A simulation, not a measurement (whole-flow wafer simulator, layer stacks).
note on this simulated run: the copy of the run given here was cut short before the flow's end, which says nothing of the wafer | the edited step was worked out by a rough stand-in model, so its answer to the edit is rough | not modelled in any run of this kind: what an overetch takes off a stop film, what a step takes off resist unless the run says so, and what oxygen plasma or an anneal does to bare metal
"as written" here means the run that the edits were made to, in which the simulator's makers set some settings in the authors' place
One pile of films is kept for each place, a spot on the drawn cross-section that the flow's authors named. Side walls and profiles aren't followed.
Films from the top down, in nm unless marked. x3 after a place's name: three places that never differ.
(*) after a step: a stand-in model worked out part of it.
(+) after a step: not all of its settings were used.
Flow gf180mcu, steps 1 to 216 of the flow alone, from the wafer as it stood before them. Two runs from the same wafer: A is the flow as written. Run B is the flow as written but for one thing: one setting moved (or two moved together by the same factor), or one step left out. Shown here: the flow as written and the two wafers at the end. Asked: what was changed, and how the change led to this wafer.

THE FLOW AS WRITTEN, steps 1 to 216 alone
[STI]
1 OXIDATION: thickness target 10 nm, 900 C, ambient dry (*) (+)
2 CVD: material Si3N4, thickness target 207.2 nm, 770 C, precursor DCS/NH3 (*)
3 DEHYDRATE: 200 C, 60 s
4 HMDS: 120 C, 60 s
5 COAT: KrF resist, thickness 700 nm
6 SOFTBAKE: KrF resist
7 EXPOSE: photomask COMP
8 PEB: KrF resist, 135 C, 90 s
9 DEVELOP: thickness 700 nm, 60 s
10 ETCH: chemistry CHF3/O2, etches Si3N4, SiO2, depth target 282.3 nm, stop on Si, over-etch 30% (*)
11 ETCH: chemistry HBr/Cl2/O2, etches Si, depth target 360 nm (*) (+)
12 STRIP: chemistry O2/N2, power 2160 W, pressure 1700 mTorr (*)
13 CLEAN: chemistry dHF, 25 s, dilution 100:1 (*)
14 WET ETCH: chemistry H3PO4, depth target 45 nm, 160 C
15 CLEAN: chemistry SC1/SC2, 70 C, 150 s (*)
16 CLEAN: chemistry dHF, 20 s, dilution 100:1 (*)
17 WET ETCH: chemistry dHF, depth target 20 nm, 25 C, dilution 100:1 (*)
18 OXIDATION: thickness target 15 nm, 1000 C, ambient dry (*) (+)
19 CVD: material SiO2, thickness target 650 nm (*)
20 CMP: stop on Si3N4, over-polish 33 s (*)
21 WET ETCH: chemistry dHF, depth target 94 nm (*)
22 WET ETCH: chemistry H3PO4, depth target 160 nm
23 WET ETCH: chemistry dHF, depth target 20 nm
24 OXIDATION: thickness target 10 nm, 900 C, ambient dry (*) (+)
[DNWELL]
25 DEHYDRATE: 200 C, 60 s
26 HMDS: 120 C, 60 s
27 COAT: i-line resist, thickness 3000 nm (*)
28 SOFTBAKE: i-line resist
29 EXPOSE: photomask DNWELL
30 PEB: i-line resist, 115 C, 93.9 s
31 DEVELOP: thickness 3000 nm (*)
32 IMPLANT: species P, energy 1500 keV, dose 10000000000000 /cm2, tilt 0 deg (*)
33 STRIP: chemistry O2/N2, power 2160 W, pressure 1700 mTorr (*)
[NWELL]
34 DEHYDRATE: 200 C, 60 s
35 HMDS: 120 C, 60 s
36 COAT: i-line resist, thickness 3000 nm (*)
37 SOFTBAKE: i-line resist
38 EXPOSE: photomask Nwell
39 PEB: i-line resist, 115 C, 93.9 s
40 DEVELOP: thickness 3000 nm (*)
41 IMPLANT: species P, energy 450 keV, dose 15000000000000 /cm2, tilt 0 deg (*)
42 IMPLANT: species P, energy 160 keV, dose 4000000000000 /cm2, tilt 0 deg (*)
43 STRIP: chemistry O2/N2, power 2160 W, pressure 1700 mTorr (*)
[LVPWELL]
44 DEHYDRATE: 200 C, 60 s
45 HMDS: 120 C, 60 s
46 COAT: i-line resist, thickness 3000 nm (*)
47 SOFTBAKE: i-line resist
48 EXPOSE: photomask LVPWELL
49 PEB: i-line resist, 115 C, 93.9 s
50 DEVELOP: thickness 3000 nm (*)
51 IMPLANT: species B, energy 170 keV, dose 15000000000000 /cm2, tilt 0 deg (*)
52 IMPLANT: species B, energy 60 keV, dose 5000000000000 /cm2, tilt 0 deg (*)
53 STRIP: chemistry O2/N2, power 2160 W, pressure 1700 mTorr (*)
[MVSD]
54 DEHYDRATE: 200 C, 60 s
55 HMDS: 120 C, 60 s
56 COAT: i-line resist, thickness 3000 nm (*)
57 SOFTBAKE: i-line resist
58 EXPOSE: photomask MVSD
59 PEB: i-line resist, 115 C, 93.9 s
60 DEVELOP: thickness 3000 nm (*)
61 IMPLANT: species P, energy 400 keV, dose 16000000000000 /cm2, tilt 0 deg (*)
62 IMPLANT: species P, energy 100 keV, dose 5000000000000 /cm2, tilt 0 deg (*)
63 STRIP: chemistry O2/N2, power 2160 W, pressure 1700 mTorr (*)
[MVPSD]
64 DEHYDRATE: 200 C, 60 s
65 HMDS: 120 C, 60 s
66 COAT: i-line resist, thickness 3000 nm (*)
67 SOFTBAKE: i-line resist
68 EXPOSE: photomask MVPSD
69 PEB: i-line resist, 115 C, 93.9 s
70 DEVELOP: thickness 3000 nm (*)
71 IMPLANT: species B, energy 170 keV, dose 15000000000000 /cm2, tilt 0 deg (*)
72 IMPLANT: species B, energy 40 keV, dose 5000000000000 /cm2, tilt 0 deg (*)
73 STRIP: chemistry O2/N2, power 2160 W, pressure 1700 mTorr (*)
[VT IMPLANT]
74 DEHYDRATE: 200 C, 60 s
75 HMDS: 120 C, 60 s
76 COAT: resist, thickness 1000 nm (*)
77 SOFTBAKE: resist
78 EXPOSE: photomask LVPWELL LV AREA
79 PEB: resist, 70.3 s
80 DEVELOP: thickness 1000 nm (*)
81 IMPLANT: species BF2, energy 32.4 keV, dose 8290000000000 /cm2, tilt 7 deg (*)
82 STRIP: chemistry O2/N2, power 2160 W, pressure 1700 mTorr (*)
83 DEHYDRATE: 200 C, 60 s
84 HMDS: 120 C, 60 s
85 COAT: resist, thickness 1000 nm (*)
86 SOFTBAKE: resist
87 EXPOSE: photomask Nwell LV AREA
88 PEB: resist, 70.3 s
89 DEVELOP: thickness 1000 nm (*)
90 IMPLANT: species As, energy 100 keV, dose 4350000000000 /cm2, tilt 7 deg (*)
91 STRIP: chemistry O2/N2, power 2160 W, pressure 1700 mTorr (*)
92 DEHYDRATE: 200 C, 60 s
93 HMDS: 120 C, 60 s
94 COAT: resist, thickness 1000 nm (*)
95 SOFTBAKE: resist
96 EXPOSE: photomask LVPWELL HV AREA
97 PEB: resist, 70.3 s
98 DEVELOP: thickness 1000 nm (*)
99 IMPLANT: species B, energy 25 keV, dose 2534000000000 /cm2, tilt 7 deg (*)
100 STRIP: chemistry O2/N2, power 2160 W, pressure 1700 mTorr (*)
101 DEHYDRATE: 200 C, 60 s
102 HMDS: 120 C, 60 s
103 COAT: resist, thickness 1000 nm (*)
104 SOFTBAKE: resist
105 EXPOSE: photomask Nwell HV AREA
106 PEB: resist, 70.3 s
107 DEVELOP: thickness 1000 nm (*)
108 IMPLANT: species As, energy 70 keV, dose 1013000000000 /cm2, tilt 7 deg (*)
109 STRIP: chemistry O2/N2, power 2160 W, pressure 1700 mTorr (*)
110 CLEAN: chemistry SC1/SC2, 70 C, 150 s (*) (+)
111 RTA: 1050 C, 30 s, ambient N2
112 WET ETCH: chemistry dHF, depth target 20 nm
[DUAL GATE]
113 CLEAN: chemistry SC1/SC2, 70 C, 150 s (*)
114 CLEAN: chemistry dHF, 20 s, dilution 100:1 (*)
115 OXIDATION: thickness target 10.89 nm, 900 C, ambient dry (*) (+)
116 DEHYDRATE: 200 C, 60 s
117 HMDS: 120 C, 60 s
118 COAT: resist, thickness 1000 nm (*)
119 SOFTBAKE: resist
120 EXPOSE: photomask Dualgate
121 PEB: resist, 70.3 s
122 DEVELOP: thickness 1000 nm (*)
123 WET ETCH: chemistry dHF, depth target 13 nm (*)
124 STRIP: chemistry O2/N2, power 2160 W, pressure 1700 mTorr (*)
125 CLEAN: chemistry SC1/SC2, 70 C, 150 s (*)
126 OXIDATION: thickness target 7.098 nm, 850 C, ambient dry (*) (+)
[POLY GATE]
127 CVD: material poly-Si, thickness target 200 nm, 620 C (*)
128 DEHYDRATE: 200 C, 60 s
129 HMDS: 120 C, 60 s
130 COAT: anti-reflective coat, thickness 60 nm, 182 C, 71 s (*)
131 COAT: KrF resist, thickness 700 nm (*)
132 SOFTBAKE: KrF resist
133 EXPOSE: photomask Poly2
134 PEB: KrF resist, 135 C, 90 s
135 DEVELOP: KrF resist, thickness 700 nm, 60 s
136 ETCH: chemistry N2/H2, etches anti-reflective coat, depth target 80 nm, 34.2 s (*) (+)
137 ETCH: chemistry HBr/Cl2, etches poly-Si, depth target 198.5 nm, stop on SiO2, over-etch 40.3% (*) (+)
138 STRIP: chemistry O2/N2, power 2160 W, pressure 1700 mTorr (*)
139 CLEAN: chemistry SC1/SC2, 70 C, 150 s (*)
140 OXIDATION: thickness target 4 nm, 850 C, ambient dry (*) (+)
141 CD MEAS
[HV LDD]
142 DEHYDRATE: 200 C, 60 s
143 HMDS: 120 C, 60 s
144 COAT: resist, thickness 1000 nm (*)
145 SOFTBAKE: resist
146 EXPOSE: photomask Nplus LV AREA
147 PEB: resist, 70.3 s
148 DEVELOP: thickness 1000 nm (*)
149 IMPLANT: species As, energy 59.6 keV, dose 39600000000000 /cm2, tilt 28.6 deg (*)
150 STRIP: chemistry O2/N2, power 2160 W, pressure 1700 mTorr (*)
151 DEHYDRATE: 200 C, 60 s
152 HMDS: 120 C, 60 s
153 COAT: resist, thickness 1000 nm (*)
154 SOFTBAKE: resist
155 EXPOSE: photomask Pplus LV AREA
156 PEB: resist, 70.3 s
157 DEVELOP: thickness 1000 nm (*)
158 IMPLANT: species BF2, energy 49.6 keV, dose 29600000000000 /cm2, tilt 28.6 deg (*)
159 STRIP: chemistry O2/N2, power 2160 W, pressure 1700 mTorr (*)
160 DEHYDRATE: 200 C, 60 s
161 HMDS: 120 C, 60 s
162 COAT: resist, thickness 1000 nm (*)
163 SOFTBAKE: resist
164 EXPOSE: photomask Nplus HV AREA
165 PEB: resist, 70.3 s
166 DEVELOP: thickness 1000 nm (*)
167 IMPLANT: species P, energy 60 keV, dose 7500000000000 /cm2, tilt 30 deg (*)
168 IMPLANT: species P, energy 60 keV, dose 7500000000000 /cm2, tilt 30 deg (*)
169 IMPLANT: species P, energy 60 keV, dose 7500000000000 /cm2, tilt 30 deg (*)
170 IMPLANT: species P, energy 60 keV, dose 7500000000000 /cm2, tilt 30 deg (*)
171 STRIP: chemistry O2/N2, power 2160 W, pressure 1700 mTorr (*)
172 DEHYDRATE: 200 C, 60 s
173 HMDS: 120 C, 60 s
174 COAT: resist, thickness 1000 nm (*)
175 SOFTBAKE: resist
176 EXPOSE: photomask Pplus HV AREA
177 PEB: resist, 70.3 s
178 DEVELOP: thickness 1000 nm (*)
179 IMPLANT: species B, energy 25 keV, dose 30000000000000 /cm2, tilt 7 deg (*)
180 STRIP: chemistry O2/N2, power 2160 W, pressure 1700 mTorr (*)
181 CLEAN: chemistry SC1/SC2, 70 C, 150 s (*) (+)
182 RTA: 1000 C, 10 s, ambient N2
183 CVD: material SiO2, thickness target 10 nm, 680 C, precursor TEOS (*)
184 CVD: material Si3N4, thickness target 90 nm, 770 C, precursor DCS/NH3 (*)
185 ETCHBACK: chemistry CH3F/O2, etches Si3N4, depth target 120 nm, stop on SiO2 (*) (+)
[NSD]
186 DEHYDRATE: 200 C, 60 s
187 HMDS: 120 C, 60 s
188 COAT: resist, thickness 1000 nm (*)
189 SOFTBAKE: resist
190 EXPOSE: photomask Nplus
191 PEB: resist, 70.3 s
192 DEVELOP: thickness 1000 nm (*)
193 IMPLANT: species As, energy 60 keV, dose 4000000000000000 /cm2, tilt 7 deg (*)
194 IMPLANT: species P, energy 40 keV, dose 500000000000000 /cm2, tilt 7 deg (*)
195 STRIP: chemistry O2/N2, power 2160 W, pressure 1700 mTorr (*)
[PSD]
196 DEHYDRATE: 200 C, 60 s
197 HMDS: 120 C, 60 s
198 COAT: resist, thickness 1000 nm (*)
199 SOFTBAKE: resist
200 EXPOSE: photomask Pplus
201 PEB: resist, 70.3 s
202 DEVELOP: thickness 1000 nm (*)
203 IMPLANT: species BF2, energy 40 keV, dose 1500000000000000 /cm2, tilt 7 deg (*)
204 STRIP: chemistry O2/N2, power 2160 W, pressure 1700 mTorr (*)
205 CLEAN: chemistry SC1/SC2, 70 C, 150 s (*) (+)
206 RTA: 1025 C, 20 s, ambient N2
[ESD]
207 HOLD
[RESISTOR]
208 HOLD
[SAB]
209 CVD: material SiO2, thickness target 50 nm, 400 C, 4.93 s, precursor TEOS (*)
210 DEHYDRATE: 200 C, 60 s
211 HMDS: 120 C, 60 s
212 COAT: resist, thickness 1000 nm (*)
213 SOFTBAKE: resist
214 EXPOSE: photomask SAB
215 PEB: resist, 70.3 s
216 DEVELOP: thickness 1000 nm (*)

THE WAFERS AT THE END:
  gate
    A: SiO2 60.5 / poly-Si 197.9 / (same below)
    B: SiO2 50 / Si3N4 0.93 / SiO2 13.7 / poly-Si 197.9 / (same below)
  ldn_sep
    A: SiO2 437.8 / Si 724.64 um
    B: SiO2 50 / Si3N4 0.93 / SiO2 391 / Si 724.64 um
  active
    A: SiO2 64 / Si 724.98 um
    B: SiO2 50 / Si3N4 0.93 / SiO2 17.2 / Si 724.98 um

The cause: step 184, CVD: thickness target 121 nm was run, where the flow has thickness target 90 nm.

How the change led to this, step by step:
  184 CVD: material Si3N4, thickness target 90 nm, 770 C, precursor DCS/NH3 (*)
      field, field__w1, field__w2 and 101 more: A Si3N4 +90 (new film) | B Si3N4 +121 (new film)
  185 ETCHBACK: chemistry CH3F/O2, etches Si3N4, depth target 120 nm, stop on SiO2 (*) (+)
      field, field__w1, field__w2 and 100 more: A Si3N4 -90 (all of it), SiO2 -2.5 | B Si3N4 -120
  188 COAT: resist, thickness 1000 nm (*)
      spacer: A resist +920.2 (new film) | B resist +893 (new film)
  189 SOFTBAKE: resist
      field__w9: A resist +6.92 | B resist -3.09
      field__w6: A resist +7.53 | B resist +8.04
      (and at 12 more places)
  192 DEVELOP: thickness 1000 nm (*)
      spacer: A resist -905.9 (all of it) | B resist -879.2 (all of it)
  198 COAT: resist, thickness 1000 nm (*)
      spacer: A resist +920.2 (new film) | B resist +893 (new film)
  199 SOFTBAKE: resist
      field__w9: A resist +6.92 | B resist -3.09
      field__w6: A resist +7.53 | B resist +8.04
      (and at 12 more places)
  204 STRIP: chemistry O2/N2, power 2160 W, pressure 1700 mTorr (*)
      spacer: A resist -905.9 (all of it) | B resist -879.2 (all of it)
  205 CLEAN: chemistry SC1/SC2, 70 C, 150 s (*) (+)
      field, field__w1, field__w2 and 105 more: A SiO2 -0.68 | B Si3N4 -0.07
  209 CVD: material SiO2, thickness target 50 nm, 400 C, 4.93 s, precursor TEOS (*)
      field, field__w7, field__w8 and 73 more: A SiO2 +50 | B SiO2 +50 (new film)
      field_sub__w1, field_sub__w3, field_sub__w4, field_sub__w5, ld_drift_n: A SiO2 +48.9 | B SiO2 +48.8 (new film)
      (and at 27 more places)
  212 COAT: resist, thickness 1000 nm (*)
      spacer: A resist +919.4 (new film) | B resist +892.5 (new film)
  213 SOFTBAKE: resist
      npoly_sal: A resist -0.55 | B resist +0.19
      field__w5: A resist +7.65 | B resist +8.38
      (and at 8 more places)
  216 DEVELOP: thickness 1000 nm (*)
      spacer: A resist -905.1 (all of it) | B resist -878.7 (all of it)
